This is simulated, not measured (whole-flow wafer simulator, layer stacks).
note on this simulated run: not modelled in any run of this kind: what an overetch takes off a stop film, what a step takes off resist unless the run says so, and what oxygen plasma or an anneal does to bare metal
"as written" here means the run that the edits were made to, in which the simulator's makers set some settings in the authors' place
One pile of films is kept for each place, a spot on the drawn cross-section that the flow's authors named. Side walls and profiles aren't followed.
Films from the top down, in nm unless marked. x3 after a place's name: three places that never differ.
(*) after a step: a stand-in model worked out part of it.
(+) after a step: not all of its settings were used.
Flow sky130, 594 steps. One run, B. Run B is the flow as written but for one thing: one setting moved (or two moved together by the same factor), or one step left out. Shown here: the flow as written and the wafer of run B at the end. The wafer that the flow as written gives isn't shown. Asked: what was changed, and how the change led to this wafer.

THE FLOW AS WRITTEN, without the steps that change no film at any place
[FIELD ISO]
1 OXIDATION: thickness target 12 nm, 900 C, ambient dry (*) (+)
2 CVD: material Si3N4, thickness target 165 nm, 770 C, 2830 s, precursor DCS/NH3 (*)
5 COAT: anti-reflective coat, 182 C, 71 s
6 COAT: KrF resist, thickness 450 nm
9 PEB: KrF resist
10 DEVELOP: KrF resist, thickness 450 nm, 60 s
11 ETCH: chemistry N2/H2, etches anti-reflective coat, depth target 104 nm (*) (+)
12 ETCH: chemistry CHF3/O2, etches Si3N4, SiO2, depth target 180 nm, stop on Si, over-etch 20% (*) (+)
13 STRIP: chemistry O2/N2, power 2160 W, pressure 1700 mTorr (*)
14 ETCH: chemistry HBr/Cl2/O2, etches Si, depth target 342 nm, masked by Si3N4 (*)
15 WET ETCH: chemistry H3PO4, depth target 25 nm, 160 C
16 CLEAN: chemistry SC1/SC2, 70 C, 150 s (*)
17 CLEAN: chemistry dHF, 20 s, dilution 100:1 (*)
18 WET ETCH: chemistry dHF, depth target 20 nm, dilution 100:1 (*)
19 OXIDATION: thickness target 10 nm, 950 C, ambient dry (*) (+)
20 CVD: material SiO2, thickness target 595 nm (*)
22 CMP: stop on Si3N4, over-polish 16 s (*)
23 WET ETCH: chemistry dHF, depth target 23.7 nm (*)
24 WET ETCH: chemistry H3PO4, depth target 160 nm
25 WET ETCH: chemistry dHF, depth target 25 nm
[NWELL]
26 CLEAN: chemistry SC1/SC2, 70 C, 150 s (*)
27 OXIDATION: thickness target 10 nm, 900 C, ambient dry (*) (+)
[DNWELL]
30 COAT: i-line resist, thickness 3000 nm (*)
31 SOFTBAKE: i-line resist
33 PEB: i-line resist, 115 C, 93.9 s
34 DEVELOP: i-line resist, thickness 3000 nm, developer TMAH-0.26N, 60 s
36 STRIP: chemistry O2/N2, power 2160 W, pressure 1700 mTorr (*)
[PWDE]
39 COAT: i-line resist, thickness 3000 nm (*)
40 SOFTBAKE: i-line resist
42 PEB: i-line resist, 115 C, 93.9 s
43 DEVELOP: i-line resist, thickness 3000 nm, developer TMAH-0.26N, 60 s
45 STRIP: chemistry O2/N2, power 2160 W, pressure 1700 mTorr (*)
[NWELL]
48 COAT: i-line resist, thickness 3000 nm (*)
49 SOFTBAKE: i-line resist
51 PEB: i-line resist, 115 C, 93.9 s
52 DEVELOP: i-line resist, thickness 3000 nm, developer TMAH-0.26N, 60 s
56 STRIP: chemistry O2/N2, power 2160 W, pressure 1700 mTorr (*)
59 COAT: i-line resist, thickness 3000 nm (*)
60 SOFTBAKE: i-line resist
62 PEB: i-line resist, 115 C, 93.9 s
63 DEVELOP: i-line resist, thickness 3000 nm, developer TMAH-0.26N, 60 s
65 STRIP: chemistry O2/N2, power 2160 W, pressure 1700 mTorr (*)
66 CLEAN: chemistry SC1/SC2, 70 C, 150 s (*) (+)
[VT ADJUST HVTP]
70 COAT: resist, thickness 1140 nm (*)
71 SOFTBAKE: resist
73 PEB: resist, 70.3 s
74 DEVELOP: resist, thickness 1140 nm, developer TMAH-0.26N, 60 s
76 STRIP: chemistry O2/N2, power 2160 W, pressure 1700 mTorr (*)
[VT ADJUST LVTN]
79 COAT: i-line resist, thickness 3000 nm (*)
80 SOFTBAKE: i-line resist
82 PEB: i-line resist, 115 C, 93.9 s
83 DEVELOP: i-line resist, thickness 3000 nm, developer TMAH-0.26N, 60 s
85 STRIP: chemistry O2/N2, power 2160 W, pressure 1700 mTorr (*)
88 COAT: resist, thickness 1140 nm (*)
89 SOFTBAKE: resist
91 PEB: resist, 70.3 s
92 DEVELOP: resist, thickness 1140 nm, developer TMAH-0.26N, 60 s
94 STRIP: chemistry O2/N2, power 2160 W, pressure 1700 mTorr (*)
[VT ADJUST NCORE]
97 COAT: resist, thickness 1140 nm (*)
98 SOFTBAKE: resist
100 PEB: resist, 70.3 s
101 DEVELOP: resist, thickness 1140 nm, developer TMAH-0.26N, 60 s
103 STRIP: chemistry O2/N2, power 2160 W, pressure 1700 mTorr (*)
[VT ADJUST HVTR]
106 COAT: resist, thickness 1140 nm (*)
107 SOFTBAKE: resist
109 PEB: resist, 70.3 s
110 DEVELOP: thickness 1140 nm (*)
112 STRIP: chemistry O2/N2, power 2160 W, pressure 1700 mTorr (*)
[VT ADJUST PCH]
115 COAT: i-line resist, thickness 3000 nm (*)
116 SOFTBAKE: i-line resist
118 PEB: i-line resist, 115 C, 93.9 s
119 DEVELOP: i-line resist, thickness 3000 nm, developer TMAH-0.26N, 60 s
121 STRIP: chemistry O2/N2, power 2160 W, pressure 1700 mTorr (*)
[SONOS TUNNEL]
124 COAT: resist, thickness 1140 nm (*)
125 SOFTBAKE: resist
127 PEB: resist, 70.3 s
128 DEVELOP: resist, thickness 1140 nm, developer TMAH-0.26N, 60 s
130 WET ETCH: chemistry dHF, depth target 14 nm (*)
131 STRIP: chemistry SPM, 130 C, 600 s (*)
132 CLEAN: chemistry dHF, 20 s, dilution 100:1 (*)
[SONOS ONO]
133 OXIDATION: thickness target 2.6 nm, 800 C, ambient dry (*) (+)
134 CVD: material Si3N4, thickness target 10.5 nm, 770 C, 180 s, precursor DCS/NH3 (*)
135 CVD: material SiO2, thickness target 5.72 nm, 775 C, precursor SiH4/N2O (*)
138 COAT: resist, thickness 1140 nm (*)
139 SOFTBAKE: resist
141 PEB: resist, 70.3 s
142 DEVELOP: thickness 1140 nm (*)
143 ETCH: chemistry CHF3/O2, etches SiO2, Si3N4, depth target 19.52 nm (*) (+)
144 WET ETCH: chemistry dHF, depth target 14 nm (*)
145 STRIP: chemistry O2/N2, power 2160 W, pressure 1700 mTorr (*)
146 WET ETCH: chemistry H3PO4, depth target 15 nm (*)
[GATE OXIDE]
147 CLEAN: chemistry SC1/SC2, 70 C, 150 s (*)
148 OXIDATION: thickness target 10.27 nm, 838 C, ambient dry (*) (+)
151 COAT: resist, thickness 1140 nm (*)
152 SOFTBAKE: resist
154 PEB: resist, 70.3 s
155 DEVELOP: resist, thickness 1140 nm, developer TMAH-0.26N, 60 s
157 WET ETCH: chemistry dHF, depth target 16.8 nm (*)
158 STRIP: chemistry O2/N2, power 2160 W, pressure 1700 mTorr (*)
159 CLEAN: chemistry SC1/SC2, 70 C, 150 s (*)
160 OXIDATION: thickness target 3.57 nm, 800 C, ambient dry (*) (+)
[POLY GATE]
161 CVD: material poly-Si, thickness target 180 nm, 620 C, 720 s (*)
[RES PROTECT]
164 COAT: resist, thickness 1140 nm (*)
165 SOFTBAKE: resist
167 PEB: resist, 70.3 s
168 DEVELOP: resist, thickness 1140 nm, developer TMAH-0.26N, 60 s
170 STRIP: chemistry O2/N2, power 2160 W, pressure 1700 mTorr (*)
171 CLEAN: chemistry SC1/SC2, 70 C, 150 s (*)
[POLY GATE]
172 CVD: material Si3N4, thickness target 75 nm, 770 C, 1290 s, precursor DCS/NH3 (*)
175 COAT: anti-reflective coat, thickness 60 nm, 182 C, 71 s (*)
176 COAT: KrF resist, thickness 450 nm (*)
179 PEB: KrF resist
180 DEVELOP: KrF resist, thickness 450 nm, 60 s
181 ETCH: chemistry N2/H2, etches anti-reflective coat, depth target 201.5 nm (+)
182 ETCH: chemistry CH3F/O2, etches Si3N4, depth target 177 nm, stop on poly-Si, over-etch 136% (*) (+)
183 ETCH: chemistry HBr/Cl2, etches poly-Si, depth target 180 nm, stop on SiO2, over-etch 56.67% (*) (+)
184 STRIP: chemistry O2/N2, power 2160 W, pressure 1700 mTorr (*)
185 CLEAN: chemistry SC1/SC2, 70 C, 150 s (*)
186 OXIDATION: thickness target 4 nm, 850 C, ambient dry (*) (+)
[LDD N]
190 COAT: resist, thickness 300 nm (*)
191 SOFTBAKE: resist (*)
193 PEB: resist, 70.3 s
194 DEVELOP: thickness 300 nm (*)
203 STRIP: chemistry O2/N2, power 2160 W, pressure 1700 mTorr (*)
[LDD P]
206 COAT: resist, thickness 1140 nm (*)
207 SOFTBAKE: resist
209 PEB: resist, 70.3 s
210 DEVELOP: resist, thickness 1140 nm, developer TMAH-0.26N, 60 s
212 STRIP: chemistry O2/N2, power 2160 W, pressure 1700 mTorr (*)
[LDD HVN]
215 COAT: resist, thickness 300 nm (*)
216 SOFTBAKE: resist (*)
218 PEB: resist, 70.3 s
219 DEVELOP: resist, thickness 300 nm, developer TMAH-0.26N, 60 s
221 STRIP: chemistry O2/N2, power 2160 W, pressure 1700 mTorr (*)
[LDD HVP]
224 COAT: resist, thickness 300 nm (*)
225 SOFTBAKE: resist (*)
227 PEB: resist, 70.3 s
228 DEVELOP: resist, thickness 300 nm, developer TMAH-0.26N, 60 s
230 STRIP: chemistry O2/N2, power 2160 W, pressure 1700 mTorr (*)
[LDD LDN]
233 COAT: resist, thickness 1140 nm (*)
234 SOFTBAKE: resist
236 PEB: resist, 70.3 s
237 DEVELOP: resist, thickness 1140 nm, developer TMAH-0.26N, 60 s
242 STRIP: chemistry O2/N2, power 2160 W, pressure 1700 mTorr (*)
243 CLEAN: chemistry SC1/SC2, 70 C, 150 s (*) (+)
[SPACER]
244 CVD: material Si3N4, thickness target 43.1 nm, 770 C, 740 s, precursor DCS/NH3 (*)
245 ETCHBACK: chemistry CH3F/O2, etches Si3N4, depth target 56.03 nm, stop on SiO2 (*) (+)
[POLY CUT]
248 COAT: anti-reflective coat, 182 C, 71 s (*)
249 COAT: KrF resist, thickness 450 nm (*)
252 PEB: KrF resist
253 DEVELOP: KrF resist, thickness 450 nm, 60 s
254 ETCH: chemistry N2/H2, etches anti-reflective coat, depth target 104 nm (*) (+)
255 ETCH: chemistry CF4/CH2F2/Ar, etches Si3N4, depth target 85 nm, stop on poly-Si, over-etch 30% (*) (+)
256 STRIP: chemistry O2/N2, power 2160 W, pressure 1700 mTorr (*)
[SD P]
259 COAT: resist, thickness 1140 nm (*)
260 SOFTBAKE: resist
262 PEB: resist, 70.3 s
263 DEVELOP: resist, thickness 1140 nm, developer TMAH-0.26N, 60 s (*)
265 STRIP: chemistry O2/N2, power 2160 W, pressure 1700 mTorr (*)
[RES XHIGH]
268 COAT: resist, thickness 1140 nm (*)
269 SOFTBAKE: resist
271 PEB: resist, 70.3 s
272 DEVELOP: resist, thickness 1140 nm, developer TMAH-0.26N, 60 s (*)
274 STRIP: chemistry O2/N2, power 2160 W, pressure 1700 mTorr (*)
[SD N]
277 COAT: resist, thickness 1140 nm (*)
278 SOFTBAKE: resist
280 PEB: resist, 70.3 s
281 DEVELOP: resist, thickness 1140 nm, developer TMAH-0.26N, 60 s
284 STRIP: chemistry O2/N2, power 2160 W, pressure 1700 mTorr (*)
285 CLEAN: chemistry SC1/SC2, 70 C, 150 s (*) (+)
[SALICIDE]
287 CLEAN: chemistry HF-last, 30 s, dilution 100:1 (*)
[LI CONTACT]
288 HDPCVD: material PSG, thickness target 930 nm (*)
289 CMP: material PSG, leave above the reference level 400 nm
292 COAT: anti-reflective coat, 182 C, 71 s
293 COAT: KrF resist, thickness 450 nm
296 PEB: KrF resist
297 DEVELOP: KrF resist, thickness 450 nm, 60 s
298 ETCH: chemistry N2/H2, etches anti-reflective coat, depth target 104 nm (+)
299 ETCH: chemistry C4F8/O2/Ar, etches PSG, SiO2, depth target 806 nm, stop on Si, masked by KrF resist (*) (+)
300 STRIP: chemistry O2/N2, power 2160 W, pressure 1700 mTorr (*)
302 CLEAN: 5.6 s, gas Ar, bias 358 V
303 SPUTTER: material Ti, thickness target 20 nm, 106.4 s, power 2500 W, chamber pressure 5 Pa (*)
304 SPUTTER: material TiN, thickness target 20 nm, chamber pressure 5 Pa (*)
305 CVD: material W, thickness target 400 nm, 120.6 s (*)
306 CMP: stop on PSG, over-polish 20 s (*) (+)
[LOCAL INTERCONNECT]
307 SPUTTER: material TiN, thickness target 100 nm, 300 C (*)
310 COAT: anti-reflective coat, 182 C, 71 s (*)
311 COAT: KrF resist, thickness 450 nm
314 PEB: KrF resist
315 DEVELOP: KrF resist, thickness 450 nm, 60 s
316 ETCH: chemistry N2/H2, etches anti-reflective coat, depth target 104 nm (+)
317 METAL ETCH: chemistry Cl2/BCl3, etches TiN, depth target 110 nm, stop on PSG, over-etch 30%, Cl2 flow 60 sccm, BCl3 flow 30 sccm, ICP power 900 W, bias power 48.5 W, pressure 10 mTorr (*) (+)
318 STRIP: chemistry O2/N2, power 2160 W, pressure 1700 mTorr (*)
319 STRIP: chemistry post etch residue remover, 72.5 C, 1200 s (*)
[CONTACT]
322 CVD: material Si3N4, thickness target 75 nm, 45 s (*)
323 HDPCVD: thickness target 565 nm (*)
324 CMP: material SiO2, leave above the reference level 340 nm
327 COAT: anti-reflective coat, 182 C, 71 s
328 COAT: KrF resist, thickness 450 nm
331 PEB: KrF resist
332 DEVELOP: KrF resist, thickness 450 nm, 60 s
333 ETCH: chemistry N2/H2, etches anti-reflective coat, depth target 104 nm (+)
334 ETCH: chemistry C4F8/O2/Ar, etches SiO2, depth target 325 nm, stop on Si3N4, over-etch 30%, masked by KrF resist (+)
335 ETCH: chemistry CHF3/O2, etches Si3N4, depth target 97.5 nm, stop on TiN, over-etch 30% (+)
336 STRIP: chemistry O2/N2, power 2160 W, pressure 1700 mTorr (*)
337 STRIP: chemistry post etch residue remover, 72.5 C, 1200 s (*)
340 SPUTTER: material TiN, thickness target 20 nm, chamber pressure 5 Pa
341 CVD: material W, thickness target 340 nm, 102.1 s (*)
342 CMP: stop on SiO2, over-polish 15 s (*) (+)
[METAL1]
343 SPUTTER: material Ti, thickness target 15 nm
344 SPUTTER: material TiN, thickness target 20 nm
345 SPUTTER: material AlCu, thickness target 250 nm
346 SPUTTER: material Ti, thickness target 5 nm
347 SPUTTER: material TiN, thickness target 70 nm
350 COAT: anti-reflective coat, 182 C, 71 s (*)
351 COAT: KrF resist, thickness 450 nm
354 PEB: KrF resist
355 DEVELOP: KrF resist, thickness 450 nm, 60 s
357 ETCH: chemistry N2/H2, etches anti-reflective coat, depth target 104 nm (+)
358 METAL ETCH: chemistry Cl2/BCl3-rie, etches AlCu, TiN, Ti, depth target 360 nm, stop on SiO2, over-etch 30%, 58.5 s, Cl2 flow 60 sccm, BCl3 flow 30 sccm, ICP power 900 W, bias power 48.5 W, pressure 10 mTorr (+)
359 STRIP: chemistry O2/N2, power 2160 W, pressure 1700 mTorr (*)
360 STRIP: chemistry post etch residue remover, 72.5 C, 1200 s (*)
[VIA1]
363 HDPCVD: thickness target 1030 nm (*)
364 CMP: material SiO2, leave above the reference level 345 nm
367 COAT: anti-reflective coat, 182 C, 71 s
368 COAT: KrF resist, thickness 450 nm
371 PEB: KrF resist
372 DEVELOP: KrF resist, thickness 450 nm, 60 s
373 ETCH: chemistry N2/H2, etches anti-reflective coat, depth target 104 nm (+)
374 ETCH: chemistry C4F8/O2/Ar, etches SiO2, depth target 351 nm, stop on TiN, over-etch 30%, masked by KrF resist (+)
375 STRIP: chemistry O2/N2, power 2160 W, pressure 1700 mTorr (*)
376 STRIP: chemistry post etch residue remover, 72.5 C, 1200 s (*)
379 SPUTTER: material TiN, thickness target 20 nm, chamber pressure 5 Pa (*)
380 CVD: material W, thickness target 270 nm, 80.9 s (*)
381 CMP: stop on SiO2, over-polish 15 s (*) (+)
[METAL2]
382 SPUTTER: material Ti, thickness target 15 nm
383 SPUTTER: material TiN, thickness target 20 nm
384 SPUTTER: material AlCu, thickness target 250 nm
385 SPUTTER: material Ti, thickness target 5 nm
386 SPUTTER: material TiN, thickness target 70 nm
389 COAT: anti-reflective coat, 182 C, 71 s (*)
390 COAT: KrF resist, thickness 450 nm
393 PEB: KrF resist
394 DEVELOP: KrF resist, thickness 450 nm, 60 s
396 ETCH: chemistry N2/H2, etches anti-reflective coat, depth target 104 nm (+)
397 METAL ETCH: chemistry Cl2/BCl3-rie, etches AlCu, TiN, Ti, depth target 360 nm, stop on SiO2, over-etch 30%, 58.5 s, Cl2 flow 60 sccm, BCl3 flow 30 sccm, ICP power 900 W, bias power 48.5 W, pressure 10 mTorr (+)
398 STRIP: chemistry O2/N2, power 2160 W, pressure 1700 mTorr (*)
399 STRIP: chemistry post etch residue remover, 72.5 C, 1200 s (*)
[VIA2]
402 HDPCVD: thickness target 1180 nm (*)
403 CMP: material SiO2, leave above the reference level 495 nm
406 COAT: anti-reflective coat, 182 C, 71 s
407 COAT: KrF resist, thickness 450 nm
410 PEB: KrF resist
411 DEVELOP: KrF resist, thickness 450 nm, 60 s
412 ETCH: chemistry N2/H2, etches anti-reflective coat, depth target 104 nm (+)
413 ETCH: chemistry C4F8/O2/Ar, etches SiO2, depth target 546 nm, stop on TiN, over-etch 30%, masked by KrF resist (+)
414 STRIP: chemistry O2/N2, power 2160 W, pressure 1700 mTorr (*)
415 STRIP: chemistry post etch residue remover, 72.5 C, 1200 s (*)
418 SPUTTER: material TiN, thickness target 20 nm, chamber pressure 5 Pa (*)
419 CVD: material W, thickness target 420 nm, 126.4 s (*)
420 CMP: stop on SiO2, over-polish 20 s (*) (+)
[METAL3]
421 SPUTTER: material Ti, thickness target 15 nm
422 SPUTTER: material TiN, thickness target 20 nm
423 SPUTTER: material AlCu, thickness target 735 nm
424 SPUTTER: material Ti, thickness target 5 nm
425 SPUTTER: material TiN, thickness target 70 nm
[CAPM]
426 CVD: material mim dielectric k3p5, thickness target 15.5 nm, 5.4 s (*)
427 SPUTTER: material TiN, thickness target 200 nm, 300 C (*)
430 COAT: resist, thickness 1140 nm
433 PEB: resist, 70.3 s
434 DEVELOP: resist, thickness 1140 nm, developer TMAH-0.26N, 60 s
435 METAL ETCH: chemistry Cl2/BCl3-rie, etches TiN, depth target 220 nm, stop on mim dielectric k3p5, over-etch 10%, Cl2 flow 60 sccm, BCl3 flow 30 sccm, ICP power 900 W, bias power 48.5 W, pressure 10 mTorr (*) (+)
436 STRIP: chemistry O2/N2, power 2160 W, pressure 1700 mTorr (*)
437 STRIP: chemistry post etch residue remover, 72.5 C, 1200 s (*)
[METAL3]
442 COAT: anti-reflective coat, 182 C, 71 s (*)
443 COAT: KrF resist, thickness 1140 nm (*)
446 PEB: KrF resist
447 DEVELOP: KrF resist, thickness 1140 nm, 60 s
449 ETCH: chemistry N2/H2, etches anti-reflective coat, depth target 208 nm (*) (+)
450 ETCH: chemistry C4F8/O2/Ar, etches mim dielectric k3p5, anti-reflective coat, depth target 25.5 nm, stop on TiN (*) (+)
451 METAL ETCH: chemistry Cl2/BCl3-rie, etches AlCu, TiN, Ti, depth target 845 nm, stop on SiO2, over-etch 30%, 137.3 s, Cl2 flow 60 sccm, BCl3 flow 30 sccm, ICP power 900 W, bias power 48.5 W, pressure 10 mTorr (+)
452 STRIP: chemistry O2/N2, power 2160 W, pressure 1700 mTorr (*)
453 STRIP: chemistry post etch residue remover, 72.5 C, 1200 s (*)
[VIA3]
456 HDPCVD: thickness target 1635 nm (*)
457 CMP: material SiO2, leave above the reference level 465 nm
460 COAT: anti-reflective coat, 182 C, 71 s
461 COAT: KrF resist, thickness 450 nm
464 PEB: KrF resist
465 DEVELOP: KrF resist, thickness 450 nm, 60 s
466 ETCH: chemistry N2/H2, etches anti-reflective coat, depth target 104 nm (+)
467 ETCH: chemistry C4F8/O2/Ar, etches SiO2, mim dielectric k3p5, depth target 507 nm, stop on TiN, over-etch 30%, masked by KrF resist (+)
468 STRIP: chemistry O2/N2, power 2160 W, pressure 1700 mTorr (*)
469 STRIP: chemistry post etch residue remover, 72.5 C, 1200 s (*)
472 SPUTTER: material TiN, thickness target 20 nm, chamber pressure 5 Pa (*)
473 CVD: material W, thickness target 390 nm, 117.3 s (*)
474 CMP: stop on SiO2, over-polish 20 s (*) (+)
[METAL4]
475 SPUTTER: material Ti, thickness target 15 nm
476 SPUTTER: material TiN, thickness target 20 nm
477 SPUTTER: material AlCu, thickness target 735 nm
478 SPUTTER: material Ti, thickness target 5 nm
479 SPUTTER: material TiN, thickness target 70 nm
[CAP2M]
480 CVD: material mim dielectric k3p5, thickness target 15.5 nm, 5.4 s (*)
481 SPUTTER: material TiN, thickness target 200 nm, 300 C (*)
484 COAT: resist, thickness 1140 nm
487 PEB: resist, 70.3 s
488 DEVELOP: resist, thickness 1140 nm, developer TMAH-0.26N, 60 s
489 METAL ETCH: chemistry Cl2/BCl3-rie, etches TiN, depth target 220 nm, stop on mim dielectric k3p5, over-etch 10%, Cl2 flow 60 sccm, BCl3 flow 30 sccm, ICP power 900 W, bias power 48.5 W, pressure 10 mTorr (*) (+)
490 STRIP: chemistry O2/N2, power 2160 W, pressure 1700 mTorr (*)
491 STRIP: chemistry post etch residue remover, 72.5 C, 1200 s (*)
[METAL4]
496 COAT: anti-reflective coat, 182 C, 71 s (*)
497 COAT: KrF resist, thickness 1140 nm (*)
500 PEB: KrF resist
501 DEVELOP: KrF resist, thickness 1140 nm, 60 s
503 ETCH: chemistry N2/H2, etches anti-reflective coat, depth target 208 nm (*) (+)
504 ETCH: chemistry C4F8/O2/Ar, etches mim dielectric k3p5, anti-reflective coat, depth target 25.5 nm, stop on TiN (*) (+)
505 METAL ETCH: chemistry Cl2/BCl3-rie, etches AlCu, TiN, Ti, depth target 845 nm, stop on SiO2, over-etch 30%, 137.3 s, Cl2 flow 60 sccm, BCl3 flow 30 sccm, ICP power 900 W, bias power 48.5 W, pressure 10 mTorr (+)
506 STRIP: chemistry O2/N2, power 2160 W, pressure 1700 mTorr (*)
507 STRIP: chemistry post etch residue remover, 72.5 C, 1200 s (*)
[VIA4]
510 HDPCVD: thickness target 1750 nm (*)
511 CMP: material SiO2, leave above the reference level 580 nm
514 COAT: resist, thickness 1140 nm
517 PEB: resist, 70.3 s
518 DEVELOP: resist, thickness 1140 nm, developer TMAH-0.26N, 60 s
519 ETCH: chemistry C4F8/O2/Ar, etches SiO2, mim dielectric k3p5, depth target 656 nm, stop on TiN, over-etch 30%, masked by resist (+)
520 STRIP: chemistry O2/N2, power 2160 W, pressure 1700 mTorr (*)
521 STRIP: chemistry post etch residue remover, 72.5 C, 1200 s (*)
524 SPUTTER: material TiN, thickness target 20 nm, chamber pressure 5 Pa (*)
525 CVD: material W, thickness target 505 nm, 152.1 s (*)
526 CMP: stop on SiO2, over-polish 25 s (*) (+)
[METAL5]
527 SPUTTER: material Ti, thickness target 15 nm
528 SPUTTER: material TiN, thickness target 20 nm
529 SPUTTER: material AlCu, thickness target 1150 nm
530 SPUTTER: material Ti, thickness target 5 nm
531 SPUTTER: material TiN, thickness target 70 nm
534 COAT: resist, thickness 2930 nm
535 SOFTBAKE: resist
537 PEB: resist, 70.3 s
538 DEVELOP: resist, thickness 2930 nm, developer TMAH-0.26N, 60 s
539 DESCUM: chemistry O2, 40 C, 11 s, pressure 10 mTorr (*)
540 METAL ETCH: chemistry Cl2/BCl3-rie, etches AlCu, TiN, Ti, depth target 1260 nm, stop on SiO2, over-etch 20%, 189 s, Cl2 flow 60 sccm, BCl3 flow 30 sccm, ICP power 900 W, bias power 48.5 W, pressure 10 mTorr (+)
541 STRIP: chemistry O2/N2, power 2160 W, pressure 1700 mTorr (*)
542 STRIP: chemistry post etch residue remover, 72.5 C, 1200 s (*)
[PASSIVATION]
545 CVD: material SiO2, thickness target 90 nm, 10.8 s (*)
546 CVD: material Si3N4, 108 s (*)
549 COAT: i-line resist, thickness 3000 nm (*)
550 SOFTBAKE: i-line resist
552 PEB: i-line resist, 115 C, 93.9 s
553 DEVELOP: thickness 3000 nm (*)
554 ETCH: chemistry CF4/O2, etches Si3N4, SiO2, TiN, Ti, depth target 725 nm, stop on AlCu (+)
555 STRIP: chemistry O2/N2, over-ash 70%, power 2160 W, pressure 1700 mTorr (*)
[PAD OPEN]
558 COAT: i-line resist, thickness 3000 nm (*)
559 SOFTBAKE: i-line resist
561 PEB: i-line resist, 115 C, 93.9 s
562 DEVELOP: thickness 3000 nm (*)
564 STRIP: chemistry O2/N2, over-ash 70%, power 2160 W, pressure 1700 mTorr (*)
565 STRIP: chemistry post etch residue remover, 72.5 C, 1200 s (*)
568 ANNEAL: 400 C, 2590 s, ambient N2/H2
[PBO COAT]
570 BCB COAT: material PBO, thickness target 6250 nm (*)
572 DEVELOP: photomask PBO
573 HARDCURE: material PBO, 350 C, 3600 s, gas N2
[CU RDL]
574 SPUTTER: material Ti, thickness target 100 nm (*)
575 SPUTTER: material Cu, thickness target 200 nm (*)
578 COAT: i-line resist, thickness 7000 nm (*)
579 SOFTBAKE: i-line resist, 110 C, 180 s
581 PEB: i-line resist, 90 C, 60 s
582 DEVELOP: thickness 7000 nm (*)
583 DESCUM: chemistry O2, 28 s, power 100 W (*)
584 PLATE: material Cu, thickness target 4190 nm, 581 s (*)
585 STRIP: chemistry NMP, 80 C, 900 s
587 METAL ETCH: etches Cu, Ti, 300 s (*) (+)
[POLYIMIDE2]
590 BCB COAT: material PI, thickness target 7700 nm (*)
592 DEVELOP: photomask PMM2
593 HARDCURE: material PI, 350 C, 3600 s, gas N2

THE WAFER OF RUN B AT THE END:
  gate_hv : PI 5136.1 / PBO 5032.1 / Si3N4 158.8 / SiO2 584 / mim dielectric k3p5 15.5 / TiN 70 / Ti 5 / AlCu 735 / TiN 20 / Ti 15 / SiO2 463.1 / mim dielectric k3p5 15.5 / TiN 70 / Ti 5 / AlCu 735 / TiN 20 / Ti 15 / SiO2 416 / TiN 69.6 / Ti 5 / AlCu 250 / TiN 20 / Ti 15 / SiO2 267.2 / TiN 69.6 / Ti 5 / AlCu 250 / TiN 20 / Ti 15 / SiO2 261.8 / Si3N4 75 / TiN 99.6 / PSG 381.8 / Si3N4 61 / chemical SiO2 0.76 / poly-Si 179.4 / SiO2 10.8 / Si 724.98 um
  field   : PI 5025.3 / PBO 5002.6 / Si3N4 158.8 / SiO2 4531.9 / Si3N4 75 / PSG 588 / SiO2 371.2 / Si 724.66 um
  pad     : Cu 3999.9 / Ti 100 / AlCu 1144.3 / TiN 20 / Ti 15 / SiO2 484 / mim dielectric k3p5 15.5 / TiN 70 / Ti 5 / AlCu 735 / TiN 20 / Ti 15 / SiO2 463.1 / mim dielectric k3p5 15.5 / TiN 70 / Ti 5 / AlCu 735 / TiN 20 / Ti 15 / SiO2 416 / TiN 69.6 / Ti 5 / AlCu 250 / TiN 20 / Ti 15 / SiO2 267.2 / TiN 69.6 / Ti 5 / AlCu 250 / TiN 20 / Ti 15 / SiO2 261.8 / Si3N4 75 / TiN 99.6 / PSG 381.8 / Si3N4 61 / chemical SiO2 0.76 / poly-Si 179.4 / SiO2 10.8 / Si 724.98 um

The cause: step 457, CMP: leave above the reference level 558 nm was run, where the flow has leave above the reference level 465 nm.

How the change led to this, step by step:
  457 CMP: material SiO2, leave above the reference level 465 nm
      n_well, p_well, gate_hv and 99 more: SiO2 -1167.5 (as written it would be: SiO2 -1260.5)
      field, active, gate and 82 more: SiO2 -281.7 (as written it would be: SiO2 -374.7)
      (and at 5 more places)
  467 ETCH: chemistry C4F8/O2/Ar, etches SiO2, mim dielectric k3p5, depth target 507 nm, stop on TiN, over-etch 30%, masked by KrF resist (+)
      m1: SiO2 -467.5 (all of it), mim dielectric k3p5 -15.5 (all of it) (as written it would be: SiO2 -374.5 (all of it), mim dielectric k3p5 -15.5 (all of it))
      via3_hole: SiO2 -466.9 (all of it), mim dielectric k3p5 -15.5 (all of it) (as written it would be: SiO2 -373.9 (all of it), mim dielectric k3p5 -15.5 (all of it))
  472 SPUTTER: material TiN, thickness target 20 nm, chamber pressure 5 Pa (*)
      m1: TiN +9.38 (as written it would be: TiN +10.6)
      via3_hole: TiN +9.37 (as written it would be: TiN +10.6)
  473 CVD: material W, thickness target 390 nm, 117.3 s (*)
      m1: W +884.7 (new film) (as written it would be: W +790.5 (new film))
      via3_hole: W +884 (new film) (as written it would be: W +789.9 (new film))
